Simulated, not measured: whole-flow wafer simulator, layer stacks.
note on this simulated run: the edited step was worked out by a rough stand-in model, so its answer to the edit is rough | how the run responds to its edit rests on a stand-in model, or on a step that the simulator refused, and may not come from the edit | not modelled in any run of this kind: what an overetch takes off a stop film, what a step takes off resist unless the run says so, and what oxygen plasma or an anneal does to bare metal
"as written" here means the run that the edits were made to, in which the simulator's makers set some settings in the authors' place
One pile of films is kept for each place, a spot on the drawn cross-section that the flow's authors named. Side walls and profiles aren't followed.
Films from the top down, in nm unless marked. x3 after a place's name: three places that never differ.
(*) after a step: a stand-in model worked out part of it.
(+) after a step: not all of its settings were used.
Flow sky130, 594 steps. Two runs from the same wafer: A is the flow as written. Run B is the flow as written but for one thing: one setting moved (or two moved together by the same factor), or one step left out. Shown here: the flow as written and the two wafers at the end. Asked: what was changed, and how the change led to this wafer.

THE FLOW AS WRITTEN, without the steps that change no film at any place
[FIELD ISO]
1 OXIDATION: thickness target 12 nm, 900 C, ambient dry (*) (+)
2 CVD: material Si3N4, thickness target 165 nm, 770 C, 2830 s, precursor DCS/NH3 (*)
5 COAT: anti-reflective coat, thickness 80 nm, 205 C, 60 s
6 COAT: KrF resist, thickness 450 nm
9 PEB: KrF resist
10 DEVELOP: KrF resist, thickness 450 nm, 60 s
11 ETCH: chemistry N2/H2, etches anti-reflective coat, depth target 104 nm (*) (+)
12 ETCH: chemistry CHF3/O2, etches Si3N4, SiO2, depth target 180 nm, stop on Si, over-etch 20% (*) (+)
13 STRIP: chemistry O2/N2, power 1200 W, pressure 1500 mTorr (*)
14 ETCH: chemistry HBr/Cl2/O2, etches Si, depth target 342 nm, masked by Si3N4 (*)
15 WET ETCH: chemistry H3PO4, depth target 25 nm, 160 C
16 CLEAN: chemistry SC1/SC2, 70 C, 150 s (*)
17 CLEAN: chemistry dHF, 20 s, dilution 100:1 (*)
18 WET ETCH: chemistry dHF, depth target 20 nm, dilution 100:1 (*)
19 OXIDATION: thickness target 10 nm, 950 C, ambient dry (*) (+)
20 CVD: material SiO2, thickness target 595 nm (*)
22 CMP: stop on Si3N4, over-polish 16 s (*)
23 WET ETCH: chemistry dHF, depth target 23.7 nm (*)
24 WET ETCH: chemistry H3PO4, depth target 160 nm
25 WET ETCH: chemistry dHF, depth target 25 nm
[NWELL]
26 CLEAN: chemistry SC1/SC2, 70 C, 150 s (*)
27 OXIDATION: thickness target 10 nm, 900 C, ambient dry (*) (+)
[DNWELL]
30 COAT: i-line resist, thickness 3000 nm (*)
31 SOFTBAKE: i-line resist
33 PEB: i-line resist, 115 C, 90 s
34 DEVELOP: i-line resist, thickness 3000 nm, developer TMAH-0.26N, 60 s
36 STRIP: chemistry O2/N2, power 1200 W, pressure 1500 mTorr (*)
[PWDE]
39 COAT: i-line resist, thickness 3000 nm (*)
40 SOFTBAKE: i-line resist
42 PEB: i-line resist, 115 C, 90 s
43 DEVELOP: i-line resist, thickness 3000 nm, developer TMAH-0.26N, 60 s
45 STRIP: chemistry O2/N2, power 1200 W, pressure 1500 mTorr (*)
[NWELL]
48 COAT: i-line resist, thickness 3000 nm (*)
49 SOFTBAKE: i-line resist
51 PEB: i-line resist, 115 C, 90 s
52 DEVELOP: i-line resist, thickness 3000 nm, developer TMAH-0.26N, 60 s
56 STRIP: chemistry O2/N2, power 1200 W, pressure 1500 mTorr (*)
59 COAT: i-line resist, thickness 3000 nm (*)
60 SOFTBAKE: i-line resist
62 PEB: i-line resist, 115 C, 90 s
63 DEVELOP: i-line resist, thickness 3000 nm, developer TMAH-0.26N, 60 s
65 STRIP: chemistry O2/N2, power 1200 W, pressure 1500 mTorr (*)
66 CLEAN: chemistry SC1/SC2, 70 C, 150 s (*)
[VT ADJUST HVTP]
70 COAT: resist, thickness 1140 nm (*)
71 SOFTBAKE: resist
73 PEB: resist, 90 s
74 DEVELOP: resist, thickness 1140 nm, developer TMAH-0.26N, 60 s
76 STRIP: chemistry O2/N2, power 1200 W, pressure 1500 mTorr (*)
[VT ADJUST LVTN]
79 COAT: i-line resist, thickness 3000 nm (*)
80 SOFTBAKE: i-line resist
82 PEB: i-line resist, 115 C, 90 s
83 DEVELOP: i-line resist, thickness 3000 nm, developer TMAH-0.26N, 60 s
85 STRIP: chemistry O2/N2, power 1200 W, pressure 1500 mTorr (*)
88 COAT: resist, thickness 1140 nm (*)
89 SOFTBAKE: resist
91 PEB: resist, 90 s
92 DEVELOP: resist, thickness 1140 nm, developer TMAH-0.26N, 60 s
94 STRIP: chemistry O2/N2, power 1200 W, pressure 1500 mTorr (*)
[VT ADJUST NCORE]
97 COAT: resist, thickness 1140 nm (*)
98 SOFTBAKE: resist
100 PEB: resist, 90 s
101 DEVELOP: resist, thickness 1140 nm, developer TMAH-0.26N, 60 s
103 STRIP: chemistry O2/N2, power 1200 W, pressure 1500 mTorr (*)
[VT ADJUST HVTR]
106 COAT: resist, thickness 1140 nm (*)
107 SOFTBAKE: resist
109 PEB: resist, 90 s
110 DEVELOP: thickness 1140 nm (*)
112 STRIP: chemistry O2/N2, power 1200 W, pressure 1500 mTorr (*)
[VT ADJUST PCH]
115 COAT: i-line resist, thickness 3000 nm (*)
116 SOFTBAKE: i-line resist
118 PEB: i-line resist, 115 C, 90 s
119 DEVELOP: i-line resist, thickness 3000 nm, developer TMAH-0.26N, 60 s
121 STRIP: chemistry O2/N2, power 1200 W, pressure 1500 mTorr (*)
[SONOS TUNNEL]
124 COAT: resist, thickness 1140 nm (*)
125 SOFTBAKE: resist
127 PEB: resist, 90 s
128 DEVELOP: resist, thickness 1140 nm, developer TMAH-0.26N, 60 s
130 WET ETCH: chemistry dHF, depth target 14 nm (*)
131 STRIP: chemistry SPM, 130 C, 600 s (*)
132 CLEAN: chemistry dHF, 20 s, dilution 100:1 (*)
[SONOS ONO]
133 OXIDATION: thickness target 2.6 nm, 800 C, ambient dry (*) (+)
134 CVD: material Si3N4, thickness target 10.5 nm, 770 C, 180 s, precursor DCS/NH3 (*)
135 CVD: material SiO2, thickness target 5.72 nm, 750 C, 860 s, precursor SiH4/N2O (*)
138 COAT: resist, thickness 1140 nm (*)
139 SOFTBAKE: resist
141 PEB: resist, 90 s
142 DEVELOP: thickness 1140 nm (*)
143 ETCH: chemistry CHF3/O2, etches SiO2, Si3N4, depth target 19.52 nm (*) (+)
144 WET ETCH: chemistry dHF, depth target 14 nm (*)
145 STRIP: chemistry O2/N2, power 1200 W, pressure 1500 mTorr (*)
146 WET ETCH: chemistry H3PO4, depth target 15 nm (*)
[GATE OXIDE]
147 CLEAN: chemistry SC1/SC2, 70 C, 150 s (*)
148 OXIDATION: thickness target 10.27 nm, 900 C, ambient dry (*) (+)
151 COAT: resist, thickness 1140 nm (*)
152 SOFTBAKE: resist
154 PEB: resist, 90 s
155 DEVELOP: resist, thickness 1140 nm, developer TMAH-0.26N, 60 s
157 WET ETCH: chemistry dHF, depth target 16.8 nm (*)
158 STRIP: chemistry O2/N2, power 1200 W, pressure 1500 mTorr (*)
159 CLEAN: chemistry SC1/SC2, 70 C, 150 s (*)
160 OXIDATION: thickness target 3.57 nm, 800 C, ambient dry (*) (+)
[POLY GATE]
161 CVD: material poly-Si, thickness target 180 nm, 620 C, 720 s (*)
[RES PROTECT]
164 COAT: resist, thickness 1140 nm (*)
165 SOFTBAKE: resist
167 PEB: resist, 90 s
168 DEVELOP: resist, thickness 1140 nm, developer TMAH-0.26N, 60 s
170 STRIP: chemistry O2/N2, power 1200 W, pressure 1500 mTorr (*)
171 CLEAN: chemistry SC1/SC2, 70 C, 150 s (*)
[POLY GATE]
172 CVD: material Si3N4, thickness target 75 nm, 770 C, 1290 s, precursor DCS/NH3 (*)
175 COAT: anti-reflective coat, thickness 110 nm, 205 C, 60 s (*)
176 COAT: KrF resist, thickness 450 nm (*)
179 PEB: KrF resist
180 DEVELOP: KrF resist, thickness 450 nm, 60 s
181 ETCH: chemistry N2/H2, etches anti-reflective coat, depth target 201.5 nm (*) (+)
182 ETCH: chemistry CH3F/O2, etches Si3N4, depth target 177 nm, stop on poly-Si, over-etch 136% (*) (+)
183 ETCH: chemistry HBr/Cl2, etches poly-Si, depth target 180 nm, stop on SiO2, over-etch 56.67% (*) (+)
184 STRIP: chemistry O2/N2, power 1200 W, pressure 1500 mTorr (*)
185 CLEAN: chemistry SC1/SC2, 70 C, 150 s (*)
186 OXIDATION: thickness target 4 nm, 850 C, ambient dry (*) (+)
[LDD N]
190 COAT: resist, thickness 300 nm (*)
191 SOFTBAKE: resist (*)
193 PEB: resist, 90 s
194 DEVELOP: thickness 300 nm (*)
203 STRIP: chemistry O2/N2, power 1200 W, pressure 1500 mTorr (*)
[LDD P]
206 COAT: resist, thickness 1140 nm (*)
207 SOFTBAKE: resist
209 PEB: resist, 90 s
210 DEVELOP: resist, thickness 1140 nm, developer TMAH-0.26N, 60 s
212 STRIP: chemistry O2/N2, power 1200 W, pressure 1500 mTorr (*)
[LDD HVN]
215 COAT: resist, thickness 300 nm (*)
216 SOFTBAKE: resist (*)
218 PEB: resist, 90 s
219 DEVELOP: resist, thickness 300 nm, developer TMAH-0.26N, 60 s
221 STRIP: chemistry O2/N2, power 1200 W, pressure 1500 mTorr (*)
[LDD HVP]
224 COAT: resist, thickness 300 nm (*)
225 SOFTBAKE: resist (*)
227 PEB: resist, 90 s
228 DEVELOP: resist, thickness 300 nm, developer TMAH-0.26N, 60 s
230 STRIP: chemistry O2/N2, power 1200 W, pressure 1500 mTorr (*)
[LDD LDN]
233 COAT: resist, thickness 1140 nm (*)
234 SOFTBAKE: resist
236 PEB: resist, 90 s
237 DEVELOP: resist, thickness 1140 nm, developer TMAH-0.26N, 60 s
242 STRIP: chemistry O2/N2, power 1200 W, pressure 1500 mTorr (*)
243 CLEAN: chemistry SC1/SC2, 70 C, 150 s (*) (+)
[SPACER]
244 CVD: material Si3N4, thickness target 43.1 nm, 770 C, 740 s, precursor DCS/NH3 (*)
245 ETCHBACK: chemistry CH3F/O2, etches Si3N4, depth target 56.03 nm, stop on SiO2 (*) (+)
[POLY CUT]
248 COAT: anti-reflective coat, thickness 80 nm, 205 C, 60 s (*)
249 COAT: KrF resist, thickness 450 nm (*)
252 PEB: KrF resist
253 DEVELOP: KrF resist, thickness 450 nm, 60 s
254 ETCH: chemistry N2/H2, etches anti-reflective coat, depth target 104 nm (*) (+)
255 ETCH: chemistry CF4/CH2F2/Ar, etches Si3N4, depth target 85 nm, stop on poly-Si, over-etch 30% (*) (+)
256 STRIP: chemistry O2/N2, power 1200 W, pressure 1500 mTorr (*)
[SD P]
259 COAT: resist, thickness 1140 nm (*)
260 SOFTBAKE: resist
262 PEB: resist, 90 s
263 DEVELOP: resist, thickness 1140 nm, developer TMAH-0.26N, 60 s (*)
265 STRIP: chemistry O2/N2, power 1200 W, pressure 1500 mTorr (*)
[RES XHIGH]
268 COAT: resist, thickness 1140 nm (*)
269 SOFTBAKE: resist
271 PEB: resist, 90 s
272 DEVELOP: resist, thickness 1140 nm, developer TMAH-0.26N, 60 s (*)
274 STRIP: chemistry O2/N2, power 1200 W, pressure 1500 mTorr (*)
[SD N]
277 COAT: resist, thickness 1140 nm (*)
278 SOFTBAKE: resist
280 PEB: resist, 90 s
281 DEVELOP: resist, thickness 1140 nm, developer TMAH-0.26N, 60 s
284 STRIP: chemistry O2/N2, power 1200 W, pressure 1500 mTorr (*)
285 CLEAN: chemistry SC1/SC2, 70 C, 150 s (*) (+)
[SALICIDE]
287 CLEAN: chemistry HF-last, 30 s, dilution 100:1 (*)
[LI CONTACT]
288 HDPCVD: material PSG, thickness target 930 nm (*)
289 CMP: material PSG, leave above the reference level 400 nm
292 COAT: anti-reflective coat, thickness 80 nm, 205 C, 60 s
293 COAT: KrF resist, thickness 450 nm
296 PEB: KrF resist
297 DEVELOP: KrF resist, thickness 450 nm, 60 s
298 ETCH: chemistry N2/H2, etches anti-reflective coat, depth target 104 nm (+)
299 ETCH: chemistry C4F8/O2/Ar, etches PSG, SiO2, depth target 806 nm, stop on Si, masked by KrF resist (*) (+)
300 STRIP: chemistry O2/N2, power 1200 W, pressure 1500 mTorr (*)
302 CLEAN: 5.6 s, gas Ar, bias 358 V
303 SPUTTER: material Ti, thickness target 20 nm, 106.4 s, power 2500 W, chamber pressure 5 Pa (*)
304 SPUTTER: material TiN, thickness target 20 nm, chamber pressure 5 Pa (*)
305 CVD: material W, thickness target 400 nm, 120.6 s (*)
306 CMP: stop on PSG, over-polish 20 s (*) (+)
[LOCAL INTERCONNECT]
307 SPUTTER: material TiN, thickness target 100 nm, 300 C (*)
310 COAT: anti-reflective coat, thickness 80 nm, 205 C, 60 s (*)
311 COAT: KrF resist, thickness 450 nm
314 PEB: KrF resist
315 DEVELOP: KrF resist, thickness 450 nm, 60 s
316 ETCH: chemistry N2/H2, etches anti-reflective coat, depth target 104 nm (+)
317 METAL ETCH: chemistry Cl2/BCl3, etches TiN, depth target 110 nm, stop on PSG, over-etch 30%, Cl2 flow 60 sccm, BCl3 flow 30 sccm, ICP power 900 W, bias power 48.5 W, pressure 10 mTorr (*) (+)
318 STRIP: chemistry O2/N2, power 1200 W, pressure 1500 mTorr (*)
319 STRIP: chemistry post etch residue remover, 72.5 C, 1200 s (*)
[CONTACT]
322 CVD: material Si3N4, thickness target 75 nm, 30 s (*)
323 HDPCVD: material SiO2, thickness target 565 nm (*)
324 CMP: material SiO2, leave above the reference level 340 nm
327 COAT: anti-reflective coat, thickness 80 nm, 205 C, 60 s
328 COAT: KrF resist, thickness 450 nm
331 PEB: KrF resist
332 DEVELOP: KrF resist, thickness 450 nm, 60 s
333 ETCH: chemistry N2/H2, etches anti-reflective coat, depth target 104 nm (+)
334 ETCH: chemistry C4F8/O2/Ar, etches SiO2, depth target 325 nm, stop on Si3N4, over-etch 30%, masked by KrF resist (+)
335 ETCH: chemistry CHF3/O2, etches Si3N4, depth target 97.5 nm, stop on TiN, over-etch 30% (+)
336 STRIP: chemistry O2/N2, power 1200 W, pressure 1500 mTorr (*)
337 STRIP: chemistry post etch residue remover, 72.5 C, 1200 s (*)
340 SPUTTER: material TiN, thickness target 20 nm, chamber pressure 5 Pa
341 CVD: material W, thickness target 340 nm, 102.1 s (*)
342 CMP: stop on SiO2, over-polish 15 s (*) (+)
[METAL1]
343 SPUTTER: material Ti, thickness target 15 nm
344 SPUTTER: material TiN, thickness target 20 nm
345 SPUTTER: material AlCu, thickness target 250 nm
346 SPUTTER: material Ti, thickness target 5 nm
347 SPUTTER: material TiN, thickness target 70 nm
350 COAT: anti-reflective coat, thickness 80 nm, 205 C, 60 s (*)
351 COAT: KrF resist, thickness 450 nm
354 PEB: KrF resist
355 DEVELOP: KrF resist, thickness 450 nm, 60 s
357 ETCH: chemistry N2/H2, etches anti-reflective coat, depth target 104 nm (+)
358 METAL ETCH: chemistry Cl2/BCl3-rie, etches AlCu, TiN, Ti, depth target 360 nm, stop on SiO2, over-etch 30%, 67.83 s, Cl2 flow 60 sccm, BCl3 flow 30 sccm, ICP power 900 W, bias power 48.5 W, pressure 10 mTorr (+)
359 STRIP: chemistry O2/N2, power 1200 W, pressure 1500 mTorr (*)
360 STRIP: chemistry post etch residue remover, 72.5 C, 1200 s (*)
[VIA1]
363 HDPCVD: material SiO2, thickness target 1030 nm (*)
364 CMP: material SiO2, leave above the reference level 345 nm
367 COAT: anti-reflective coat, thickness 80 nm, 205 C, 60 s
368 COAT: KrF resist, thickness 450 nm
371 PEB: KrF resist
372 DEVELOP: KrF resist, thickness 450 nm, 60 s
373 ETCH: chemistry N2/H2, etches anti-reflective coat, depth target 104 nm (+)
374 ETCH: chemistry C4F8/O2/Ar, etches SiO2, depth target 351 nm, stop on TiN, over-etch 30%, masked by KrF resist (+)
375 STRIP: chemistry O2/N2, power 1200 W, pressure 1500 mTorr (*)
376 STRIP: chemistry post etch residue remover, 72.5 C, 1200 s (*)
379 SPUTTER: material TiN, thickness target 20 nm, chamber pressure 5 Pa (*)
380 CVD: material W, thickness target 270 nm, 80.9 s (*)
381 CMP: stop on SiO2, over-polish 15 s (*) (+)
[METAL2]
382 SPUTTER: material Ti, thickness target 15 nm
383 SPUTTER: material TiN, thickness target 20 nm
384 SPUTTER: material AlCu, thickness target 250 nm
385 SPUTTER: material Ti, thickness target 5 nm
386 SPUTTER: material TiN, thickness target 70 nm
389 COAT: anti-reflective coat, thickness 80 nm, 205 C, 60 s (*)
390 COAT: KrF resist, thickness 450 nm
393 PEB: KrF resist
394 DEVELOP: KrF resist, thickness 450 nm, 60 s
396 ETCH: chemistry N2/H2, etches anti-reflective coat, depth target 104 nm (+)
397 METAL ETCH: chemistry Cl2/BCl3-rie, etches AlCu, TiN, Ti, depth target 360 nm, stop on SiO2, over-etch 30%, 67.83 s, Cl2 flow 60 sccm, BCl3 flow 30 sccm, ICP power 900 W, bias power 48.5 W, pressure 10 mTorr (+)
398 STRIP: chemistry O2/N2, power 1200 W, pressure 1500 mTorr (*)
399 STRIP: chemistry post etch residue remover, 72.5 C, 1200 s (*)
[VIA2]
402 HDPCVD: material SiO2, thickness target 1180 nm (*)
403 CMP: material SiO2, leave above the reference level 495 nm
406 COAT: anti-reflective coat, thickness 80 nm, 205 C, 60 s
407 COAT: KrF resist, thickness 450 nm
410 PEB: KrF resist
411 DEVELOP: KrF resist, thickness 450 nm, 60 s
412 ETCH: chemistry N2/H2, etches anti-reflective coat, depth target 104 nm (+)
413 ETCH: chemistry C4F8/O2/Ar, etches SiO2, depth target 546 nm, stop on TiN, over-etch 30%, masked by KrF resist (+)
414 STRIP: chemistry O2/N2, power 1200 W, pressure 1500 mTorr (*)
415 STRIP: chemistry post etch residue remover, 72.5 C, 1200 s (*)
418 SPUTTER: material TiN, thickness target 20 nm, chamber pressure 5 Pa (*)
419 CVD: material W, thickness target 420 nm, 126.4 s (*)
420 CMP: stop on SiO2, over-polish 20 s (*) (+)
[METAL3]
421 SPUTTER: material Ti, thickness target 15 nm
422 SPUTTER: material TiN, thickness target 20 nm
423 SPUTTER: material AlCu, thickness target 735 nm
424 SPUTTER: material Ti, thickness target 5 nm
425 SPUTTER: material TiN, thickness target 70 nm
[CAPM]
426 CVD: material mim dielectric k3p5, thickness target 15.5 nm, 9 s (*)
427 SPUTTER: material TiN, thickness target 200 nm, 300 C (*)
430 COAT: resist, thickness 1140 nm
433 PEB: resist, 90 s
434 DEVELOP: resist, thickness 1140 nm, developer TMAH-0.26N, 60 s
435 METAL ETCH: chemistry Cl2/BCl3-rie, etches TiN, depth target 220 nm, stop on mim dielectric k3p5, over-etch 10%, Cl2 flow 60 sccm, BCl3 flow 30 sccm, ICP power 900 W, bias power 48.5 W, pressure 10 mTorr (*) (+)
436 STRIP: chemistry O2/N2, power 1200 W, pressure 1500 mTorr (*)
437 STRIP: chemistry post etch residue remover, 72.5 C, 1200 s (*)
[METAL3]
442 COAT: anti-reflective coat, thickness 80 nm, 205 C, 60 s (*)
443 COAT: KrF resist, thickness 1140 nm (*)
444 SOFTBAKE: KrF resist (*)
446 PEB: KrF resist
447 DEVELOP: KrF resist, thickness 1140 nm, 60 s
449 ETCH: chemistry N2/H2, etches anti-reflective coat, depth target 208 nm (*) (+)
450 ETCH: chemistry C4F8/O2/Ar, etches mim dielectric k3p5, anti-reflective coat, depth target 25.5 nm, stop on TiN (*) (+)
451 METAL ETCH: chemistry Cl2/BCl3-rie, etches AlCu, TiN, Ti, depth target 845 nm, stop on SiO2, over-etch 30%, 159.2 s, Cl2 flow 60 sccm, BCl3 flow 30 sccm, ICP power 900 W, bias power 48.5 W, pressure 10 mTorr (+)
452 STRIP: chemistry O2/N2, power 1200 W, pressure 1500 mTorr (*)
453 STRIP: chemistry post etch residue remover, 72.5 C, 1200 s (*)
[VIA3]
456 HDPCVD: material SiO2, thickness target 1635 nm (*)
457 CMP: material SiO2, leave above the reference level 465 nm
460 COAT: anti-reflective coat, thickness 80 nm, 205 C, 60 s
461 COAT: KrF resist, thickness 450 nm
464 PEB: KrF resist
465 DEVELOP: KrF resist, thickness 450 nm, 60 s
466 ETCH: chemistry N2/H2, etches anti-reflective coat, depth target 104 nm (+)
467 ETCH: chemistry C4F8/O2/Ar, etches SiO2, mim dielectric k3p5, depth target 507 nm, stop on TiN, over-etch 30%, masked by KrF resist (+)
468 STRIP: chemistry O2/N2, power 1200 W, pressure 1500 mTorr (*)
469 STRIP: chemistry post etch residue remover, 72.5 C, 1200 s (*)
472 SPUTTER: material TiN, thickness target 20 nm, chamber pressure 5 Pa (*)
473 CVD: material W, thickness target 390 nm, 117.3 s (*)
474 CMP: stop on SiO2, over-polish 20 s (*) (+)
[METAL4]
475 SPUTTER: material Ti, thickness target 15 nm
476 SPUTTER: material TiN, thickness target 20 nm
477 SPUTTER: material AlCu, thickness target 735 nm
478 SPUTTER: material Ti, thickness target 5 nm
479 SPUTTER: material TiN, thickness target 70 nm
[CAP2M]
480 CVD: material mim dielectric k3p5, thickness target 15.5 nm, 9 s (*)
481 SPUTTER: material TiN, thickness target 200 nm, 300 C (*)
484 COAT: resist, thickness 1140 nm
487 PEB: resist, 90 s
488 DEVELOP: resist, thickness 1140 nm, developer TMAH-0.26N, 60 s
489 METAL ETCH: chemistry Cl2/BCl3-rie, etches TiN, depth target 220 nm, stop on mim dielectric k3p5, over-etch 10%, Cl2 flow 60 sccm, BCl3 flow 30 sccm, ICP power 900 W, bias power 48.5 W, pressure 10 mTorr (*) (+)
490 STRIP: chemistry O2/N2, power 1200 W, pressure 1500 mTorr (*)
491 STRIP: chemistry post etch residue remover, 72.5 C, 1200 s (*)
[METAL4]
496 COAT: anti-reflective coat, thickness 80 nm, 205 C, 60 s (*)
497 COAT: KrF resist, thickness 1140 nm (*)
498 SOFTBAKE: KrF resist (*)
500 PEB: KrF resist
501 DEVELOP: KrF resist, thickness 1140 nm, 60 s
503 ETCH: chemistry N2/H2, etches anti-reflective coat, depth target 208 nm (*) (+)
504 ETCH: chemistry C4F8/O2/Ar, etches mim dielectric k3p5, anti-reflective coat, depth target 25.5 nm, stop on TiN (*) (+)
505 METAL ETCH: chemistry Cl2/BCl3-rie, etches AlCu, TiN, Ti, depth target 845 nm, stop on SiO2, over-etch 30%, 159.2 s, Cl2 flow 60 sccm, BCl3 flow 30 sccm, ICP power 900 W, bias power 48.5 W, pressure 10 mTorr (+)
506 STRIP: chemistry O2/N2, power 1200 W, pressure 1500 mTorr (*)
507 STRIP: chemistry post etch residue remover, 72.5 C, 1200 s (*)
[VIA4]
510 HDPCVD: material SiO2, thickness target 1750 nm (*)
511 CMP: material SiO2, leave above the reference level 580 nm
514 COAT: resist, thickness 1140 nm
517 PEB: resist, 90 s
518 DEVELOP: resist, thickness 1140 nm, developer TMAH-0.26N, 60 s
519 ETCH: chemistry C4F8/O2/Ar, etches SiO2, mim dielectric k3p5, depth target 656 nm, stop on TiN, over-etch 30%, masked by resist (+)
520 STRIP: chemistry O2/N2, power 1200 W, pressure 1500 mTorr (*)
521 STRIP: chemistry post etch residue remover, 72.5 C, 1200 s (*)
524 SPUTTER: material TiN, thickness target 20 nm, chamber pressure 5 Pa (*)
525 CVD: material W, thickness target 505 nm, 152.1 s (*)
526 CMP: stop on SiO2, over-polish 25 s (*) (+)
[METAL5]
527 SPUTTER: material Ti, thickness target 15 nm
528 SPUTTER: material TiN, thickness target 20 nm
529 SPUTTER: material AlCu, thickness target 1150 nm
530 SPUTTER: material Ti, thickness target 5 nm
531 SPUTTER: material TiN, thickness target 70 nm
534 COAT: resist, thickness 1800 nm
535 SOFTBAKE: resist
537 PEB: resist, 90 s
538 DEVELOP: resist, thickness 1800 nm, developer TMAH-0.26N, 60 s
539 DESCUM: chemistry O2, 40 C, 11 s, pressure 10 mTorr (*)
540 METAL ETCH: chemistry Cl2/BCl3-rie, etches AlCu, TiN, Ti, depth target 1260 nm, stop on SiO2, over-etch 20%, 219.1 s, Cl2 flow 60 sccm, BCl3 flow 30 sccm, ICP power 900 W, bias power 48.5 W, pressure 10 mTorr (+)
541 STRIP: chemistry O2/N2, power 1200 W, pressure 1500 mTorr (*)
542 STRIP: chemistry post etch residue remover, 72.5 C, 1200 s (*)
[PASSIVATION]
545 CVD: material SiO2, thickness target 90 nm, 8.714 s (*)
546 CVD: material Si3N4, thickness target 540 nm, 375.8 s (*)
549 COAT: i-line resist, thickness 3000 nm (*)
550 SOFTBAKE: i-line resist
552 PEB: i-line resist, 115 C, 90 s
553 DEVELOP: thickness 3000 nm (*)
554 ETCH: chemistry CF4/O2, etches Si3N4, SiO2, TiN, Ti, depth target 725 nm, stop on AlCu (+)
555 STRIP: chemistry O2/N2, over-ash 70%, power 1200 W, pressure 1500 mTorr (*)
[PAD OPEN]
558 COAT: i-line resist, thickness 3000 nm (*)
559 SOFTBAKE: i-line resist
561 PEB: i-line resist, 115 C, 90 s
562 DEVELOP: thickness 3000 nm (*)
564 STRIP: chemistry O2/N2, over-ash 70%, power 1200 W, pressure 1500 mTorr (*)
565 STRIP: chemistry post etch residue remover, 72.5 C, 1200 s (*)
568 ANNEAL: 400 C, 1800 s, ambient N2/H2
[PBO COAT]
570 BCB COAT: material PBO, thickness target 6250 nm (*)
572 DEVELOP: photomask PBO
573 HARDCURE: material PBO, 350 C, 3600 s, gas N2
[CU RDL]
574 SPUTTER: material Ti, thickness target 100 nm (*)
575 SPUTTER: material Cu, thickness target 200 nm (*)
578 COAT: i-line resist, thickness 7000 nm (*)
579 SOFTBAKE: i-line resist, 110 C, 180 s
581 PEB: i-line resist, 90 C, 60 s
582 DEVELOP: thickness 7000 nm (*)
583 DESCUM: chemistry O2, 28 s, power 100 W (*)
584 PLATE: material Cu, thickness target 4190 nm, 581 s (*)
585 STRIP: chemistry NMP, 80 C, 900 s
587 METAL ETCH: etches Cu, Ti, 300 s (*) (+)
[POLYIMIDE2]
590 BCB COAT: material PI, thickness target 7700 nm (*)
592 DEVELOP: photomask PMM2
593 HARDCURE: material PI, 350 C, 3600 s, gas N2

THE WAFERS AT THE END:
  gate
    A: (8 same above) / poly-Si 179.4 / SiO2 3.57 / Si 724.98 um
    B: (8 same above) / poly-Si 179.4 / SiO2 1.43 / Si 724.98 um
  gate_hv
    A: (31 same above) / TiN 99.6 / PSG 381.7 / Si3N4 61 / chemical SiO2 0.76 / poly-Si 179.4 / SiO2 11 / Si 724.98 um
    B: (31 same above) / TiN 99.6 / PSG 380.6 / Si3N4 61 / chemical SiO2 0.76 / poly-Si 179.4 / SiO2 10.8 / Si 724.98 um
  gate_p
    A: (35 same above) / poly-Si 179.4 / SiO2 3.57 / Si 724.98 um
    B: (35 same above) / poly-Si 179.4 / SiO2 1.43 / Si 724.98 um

The cause: step 160, OXIDATION: thickness target 1.43 nm was run, where the flow has thickness target 3.57 nm.
It can be read off the wafer: gate has SiO2 1.43, and step 160 as written asks for 3.57 nm.

How the change led to this, step by step:
  160 OXIDATION: thickness target 3.57 nm, 800 C, ambient dry (*) (+)
      active, n_well, p_well and 58 more: A SiO2 +3.57 (new film), chemical SiO2 -0.76 (all of it), Si -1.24 | B SiO2 +1.43 (new film), chemical SiO2 -0.76 (all of it), Si -0.3
  175 COAT: anti-reflective coat, thickness 110 nm, 205 C, 60 s (*)
      rpm_encl, rpm_encl_psd: A anti-reflective coat +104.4 (new film) | B anti-reflective coat +108.4 (new film)
  181 ETCH: chemistry N2/H2, etches anti-reflective coat, depth target 201.5 nm (*) (+)
      rpm_encl, rpm_encl_psd: A anti-reflective coat -104.4 (all of it), Si3N4 -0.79 | B anti-reflective coat -108.4 (all of it), Si3N4 -0.73
  186 OXIDATION: thickness target 4 nm, 850 C, ambient dry (*) (+)
      active, p_well, spacer and 26 more: A SiO2 +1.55, Si -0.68 | B SiO2 +3.47, Si -1.53
      ndiff_dn: A SiO2 +1.52, Si -0.67 | B SiO2 +3.24, Si -1.42
  306 CMP: stop on PSG, over-polish 20 s (*) (+)
      poly_licon: A W -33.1 | B W -34.3
